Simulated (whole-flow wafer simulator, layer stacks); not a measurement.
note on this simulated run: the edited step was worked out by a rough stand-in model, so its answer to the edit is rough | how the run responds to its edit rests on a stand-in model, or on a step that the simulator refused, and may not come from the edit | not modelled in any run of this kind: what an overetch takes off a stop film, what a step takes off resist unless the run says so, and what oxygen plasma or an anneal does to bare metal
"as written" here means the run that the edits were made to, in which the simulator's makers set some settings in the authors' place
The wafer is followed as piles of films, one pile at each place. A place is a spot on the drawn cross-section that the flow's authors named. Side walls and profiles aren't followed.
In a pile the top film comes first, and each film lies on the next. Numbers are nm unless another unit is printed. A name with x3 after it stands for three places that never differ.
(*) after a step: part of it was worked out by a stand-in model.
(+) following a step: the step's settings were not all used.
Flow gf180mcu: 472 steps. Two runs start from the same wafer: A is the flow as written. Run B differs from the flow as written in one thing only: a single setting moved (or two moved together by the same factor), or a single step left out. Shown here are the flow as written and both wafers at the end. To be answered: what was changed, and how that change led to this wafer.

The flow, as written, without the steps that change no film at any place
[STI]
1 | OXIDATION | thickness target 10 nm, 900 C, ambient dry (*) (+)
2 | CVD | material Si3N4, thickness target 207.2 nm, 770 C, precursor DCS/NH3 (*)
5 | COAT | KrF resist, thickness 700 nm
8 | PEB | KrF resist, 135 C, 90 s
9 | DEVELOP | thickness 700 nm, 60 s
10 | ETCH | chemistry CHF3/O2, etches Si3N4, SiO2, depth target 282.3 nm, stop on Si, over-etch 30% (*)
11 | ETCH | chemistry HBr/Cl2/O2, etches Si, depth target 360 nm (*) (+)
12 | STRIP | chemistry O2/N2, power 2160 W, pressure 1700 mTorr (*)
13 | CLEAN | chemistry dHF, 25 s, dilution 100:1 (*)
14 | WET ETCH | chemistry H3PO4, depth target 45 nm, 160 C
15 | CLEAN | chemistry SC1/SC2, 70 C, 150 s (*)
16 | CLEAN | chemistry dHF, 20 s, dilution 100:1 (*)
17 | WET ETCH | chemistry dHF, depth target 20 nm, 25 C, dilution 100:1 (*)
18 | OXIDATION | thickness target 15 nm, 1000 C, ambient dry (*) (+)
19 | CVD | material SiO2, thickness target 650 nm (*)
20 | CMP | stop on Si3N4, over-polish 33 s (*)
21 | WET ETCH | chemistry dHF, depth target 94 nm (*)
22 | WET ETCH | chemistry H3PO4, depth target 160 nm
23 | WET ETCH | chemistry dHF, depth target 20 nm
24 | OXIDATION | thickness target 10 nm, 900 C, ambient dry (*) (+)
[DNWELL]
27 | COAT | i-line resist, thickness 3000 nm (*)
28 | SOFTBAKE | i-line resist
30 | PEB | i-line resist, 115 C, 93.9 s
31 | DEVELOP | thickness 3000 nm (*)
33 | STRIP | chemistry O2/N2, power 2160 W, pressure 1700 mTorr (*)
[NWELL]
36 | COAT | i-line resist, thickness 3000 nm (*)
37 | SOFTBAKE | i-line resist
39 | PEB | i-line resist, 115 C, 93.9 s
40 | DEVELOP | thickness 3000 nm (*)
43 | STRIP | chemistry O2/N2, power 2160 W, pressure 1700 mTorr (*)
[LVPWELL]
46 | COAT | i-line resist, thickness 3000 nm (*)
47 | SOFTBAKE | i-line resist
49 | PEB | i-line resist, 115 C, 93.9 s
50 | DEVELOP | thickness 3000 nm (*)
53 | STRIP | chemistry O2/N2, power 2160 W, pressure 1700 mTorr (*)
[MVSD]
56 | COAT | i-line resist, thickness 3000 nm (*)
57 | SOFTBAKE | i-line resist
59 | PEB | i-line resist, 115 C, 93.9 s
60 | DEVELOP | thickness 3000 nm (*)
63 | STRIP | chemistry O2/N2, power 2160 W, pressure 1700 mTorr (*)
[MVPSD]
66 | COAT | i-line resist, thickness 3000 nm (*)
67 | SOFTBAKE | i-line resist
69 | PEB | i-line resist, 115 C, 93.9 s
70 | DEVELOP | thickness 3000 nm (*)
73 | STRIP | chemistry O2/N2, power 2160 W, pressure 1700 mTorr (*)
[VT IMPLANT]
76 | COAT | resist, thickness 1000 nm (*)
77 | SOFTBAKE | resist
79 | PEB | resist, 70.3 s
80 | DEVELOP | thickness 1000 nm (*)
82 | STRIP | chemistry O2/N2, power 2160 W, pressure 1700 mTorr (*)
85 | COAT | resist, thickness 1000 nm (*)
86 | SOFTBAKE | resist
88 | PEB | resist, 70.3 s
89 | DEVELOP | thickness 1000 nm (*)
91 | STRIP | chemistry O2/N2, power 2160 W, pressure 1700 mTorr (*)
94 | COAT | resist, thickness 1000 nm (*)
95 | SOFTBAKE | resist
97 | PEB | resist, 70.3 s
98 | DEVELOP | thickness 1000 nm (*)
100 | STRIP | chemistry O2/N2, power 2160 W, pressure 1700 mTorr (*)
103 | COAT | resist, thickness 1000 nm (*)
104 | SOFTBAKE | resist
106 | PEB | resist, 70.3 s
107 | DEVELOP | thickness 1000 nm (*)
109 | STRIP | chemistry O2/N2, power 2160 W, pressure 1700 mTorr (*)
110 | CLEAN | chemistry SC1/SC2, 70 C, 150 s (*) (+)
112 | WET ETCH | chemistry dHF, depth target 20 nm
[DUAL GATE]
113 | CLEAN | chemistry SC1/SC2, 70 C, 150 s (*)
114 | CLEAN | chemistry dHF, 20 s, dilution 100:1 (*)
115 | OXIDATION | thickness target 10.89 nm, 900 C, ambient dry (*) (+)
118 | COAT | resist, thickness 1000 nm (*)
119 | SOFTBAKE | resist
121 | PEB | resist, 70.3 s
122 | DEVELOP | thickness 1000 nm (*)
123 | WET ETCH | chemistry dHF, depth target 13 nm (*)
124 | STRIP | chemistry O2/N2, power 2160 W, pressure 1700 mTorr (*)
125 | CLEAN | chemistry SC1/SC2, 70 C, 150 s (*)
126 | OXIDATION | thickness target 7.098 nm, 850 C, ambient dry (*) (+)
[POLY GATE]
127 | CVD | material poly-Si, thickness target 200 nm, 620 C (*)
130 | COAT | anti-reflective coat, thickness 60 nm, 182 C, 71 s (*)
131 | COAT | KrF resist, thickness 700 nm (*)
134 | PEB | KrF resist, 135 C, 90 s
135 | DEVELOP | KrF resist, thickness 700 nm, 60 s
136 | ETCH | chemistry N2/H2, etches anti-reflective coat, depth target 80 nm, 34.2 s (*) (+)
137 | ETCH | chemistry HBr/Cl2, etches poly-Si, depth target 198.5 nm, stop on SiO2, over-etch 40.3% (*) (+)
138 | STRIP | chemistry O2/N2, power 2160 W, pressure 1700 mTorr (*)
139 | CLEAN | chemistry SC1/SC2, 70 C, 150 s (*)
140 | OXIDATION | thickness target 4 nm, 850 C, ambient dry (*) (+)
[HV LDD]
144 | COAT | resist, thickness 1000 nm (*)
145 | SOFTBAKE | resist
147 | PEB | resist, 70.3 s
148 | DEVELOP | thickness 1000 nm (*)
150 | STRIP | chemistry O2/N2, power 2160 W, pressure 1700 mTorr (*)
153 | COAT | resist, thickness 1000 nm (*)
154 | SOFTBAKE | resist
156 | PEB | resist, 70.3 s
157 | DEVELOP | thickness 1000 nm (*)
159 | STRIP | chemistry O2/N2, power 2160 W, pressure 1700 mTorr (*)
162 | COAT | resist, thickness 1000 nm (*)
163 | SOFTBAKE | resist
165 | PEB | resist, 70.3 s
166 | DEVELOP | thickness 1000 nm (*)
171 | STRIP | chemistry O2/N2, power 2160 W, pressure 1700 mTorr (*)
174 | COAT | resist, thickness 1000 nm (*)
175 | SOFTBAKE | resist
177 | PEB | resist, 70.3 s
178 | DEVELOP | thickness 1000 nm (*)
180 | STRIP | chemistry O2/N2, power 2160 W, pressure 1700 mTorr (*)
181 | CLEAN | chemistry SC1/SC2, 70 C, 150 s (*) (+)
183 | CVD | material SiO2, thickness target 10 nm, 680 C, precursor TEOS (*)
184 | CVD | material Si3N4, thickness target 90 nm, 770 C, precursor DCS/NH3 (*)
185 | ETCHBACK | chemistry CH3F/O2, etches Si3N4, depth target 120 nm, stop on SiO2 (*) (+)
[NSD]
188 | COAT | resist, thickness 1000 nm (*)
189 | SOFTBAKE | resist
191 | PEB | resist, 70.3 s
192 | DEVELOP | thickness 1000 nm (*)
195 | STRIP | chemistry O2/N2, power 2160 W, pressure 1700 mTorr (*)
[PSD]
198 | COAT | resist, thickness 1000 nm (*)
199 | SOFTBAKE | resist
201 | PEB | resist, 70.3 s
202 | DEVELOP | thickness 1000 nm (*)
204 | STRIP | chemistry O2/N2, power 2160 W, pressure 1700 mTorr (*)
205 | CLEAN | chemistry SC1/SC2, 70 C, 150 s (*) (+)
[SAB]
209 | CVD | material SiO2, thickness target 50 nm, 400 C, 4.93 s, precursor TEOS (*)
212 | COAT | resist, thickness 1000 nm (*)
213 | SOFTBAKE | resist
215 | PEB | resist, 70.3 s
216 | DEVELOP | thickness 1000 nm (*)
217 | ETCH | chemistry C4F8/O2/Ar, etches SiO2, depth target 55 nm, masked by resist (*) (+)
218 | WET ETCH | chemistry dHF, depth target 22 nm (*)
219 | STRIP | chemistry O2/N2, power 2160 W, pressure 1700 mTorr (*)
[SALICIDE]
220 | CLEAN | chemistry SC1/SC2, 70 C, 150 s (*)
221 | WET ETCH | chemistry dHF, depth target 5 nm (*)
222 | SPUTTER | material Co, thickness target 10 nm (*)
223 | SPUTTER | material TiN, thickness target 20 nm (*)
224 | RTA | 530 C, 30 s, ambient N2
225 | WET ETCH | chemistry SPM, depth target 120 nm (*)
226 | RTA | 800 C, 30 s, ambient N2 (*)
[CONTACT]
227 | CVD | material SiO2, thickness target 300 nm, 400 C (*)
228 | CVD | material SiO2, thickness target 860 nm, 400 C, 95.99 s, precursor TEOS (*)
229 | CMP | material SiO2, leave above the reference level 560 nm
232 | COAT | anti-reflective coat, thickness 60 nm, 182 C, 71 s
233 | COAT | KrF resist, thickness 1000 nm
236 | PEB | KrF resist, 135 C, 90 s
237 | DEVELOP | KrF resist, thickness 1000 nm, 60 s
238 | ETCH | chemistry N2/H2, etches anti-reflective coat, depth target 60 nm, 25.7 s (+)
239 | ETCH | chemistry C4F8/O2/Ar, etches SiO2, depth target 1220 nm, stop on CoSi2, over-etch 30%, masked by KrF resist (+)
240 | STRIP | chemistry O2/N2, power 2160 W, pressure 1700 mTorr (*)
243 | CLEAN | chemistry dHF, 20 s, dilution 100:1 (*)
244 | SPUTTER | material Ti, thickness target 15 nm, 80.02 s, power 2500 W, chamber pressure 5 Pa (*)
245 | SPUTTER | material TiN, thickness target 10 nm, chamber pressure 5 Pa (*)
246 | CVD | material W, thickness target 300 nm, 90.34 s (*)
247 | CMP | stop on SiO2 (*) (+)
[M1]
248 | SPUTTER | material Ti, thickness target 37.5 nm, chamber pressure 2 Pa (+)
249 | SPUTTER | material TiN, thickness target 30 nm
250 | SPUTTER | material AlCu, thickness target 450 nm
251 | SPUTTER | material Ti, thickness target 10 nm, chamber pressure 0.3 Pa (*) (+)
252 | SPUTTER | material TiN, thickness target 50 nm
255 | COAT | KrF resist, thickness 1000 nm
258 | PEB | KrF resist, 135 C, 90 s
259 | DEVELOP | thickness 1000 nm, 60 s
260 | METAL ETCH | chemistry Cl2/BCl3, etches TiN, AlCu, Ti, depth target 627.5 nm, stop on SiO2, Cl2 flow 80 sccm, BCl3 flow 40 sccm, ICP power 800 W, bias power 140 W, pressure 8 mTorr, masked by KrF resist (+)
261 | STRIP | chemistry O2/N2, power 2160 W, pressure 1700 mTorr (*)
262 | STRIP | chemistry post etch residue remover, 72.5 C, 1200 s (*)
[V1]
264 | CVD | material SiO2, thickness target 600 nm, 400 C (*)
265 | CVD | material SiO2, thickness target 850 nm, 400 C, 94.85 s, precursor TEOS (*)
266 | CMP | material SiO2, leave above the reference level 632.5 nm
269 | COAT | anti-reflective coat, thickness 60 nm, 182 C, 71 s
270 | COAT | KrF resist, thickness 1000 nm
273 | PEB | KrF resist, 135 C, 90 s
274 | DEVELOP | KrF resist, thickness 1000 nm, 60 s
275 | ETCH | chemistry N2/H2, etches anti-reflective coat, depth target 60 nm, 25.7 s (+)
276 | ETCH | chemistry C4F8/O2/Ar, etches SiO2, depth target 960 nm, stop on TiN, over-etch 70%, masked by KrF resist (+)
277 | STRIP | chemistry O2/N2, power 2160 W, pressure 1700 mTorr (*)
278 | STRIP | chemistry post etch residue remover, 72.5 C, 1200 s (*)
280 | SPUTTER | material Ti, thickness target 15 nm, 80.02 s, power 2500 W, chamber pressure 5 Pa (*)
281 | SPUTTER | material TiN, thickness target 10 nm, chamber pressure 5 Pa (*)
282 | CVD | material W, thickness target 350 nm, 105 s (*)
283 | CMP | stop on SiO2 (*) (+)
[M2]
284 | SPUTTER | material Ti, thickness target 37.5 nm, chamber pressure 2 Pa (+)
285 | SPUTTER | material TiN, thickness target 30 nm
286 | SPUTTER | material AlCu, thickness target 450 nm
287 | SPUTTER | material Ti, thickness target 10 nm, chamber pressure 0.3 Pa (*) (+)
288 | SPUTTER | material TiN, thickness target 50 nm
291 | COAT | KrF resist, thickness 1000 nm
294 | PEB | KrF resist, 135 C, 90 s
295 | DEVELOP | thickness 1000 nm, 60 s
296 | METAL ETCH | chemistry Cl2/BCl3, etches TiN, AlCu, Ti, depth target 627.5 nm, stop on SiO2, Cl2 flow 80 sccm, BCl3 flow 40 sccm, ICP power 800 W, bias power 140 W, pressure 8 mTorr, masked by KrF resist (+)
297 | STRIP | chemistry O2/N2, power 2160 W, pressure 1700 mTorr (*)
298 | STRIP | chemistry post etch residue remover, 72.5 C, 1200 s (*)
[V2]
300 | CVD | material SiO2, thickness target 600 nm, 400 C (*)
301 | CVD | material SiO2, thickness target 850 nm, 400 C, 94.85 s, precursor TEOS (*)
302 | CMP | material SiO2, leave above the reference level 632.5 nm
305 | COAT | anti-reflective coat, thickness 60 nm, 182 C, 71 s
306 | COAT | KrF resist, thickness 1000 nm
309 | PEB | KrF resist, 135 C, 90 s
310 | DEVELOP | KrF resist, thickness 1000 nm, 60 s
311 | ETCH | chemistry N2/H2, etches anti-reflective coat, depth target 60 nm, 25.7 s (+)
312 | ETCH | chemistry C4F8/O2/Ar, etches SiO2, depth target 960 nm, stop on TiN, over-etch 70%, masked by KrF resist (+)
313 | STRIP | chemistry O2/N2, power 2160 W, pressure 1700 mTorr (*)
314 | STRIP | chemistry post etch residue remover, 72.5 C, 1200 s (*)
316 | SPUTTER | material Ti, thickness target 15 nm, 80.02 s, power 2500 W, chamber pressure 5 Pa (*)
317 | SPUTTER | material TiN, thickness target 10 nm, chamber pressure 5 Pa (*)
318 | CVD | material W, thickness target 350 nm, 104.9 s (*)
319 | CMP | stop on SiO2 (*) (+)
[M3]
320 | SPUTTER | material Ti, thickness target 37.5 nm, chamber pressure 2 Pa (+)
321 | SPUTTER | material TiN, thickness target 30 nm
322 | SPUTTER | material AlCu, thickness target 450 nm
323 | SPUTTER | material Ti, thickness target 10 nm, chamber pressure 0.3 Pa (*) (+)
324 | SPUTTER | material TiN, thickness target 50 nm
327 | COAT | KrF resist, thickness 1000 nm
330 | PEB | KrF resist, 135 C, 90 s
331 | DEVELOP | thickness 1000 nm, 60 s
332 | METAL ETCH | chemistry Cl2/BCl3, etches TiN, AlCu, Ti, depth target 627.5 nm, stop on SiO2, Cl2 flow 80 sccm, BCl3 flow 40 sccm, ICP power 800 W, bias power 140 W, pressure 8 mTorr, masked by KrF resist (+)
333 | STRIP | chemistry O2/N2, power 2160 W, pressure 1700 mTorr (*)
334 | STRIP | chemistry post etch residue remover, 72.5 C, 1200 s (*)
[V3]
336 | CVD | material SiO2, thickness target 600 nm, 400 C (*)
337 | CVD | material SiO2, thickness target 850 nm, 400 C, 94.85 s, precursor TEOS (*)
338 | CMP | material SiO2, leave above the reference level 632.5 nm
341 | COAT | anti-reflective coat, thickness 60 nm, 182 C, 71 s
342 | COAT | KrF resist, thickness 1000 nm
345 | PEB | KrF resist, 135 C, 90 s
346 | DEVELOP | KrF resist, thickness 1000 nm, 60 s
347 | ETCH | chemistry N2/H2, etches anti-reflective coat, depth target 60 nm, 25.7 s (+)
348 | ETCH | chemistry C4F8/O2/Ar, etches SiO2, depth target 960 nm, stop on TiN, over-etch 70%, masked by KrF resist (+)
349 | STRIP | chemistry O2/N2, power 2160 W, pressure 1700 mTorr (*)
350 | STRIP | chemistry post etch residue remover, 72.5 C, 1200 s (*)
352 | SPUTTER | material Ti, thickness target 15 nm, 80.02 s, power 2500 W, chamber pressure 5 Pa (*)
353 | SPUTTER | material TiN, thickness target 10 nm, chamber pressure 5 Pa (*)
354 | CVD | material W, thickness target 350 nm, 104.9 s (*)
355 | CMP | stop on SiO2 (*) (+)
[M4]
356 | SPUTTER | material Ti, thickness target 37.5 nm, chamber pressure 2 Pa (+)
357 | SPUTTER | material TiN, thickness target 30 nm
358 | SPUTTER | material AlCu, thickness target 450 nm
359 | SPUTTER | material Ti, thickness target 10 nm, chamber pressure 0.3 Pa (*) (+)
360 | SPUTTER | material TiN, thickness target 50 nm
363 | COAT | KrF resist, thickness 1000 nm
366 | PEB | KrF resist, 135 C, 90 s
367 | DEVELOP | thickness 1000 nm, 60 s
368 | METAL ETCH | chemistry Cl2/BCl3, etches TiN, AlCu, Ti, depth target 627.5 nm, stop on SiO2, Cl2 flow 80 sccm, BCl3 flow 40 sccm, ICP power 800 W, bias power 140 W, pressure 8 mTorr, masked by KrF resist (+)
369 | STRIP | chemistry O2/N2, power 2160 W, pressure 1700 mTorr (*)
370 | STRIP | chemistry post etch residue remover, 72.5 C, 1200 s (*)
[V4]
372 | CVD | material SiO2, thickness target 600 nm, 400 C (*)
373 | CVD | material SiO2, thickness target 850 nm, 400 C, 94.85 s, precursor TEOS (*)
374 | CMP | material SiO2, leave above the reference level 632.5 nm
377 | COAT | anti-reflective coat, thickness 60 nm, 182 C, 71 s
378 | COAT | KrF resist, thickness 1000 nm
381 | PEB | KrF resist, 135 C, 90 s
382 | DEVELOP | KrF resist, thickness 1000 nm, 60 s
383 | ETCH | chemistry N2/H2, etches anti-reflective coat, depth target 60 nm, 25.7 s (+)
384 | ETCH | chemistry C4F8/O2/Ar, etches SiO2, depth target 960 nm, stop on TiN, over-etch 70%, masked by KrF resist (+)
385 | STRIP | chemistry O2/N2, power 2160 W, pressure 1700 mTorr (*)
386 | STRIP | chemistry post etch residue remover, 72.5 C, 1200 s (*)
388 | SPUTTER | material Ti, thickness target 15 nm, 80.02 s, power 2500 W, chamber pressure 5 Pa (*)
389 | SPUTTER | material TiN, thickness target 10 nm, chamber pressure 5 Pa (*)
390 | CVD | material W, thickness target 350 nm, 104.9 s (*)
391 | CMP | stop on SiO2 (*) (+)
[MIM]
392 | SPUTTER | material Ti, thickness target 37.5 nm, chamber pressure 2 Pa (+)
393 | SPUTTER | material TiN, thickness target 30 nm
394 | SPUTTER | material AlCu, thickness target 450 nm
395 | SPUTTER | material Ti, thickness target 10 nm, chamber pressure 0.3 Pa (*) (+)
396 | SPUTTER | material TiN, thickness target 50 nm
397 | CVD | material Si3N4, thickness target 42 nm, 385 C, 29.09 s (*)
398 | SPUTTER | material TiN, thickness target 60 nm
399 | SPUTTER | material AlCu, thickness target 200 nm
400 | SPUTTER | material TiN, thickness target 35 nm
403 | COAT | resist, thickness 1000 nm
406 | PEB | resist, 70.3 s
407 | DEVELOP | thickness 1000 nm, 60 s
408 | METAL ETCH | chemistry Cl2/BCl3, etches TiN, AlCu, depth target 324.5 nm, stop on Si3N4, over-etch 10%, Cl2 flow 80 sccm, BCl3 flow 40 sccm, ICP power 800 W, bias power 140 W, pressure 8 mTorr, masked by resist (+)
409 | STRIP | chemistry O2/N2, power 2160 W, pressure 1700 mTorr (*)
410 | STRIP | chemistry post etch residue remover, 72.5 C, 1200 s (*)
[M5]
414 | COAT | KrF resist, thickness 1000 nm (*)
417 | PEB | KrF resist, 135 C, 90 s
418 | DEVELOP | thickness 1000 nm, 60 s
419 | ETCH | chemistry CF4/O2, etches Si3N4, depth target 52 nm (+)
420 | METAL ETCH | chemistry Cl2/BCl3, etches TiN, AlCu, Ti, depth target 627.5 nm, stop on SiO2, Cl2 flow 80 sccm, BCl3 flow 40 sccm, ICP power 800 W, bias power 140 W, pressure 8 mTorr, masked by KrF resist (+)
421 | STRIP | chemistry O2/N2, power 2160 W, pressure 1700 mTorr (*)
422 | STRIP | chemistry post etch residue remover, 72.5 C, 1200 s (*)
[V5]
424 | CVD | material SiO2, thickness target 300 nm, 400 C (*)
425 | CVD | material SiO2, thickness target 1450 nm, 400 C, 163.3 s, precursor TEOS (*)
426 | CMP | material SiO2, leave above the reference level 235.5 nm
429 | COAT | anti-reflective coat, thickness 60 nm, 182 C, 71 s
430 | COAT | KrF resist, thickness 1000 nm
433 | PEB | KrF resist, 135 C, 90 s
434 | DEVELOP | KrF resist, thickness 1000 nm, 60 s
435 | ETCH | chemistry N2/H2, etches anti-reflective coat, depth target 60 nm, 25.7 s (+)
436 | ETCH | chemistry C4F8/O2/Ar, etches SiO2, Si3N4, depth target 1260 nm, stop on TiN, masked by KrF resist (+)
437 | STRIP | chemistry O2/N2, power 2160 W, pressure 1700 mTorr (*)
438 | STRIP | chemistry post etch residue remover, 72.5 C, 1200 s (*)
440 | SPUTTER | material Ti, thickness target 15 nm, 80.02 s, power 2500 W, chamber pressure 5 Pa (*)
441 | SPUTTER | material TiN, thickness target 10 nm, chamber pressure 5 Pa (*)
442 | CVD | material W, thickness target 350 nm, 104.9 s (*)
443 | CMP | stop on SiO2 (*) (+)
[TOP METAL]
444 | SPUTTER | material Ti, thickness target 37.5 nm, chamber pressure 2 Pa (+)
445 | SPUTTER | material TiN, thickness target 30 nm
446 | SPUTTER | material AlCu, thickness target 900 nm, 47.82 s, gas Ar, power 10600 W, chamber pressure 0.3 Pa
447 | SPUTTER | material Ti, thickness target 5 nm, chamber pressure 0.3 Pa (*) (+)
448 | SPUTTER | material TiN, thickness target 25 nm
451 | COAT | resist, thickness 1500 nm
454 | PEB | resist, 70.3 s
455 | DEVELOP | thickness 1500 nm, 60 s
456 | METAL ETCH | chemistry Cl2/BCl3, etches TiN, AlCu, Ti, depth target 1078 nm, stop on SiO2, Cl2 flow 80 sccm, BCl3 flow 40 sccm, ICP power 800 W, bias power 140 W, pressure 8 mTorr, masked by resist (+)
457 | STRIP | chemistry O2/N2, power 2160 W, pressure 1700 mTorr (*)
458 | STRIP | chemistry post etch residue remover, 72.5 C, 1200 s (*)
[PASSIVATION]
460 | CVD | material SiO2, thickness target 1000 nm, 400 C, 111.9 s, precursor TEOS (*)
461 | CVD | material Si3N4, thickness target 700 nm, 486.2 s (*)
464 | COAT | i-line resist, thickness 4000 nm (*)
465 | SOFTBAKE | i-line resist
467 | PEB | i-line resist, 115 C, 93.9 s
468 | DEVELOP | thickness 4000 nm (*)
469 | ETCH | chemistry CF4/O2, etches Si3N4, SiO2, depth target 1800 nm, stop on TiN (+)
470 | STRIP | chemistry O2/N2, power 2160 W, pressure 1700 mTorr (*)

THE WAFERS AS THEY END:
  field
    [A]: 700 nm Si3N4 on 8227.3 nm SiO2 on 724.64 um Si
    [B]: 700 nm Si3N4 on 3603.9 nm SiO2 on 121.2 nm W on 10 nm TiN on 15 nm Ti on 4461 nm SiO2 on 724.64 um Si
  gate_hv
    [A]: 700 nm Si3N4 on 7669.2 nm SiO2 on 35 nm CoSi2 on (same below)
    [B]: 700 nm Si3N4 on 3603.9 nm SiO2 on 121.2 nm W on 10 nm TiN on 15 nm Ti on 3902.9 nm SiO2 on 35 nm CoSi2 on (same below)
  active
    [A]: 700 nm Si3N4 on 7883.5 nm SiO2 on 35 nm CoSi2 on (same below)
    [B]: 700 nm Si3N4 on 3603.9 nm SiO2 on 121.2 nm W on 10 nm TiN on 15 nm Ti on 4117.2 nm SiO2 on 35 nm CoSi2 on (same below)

The reason: step 337, CVD: thickness target 361 nm was run, whereas the flow has thickness target 850 nm; step 337, CVD: 40.31 s was run, where the flow has 94.85 s.

How this came from the change, step by step:
  337 | CVD | material SiO2, thickness target 850 nm, 400 C, 94.85 s, precursor TEOS (*)
      field, field__w1, field__w2 and 108 more: A SiO2 gains 850 | B SiO2 gains 371.5
  338 | CMP | material SiO2, leave above the reference level 632.5 nm
      field, field__w1, field__w2 and 103 more: A SiO2 loses 300 | B nothing
      field__w8, contact, m1, m1__w1, m1_nw: A SiO2 loses 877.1 | B SiO2 loses 398.6
  341 | COAT | anti-reflective coat, thickness 60 nm, 182 C, 71 s
      nw_enc_fld_lv__w3, m1_nw: A anti-reflective coat gains 60 (new film) | B anti-reflective coat gains 38.9 (new film)
      field: A anti-reflective coat gains 60 (new film) | B anti-reflective coat gains 140.5 (new film)
      (as well as at 19 more places)
  342 | COAT | KrF resist, thickness 1000 nm
      field: A KrF resist gains 1000 (new film) | B KrF resist gains 966 (new film)
      field__w1: A KrF resist gains 1000 (new film) | B KrF resist gains 972.2 (new film)
      (as well as at 14 more places)
  345 | PEB | KrF resist, 135 C, 90 s
      contact, m1_nw: A KrF resist loses 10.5 | B KrF resist loses 9
      polyc_n, polyc_n_rim: A KrF resist loses 10.5 | B KrF resist loses 12.3
      (as well as at 6 more places)
  346 | DEVELOP | KrF resist, thickness 1000 nm, 60 s
      contact: A KrF resist loses 989.5 (all of it) | B KrF resist loses 893.1 (all of it)
  347 | ETCH | chemistry N2/H2, etches anti-reflective coat, depth target 60 nm, 25.7 s (+)
      contact: A anti-reflective coat loses 60 (all of it), SiO2 loses 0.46 | B anti-reflective coat loses 19.5 (all of it), SiO2 loses 1.5
  349 | STRIP | chemistry O2/N2, power 2160 W, pressure 1700 mTorr (*)
      field: A KrF resist loses 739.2 (all of it), anti-reflective coat loses 60 (all of it) | B KrF resist loses 705.5 (all of it), anti-reflective coat loses 140.5 (all of it)
      field__w1: A KrF resist loses 739.2 (all of it), anti-reflective coat loses 60 (all of it) | B KrF resist loses 711.7 (all of it), anti-reflective coat loses 90.5 (all of it)
      (as well as at 20 more places)
  352 | SPUTTER | material Ti, thickness target 15 nm, 80.02 s, power 2500 W, chamber pressure 5 Pa (*)
      contact: A Ti gains 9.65 (new film) | B Ti gains 10.7 (new film)
  353 | SPUTTER | material TiN, thickness target 10 nm, chamber pressure 5 Pa (*)
      contact: A TiN gains 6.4 (new film) | B TiN gains 7.13 (new film)
  354 | CVD | material W, thickness target 350 nm, 104.9 s (*)
      contact: A W gains 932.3 (new film) | B W gains 752 (new film)
  355 | CMP | stop on SiO2 (*) (+)
      field, field__w1, field__w2 and 103 more: A W loses 350 (all of it), TiN loses 10 (all of it), Ti loses 15 (all of it), SiO2 loses 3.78 | B W loses 216.5
      field__w8, m1, m1__w1, m1_nw: A W loses 350 (all of it), TiN loses 10 (all of it), Ti loses 15 (all of it), SiO2 loses 3.78 | B W loses 350 (all of it), TiN loses 10 (all of it), Ti loses 15 (all of it), SiO2 loses 20
      (as well as at 1 more place)
  368 | METAL ETCH | chemistry Cl2/BCl3, etches TiN, AlCu, Ti, depth target 627.5 nm, stop on SiO2, Cl2 flow 80 sccm, BCl3 flow 40 sccm, ICP power 800 W, bias power 140 W, pressure 8 mTorr, masked by KrF resist (+)
      field, field__w1, field__w2 and 103 more: A TiN loses 50 (all of it), Ti loses 10 (all of it), AlCu loses 450 (all of it), TiN loses 30 (all of it), Ti loses 37.5 (all of it) | B TiN loses 50 (all of it), Ti loses 10 (all of it), AlCu loses 450 (all of it), TiN loses 30 (all of it), Ti loses 37.5 (all of it), W loses 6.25
  370 | STRIP | chemistry post etch residue remover, 72.5 C, 1200 s (*)
      field, field__w1, field__w2 and 103 more: A nothing | B W loses 6.01
  372 | CVD | material SiO2, thickness target 600 nm, 400 C (*)
      field, field__w1, field__w2 and 103 more: A SiO2 gains 600 | B SiO2 gains 600 (new film)
  374 | CMP | material SiO2, leave above the reference level 632.5 nm
      field, field__w1, field__w2 and 103 more: A SiO2 loses 300 | B SiO2 loses 287.7
With metal films that touch counted as one body, field has 1 body; the flow as written gives 0 bodies.
With metal films that touch counted as one body, gate_hv has 2 bodies (between them, from the top down: SiO2 3902.9); the flow as written gives 1 body.
With metal films that touch counted as one body, active has 2 bodies (between them, from the top down: SiO2 4117.2); the flow as written gives 1 body.
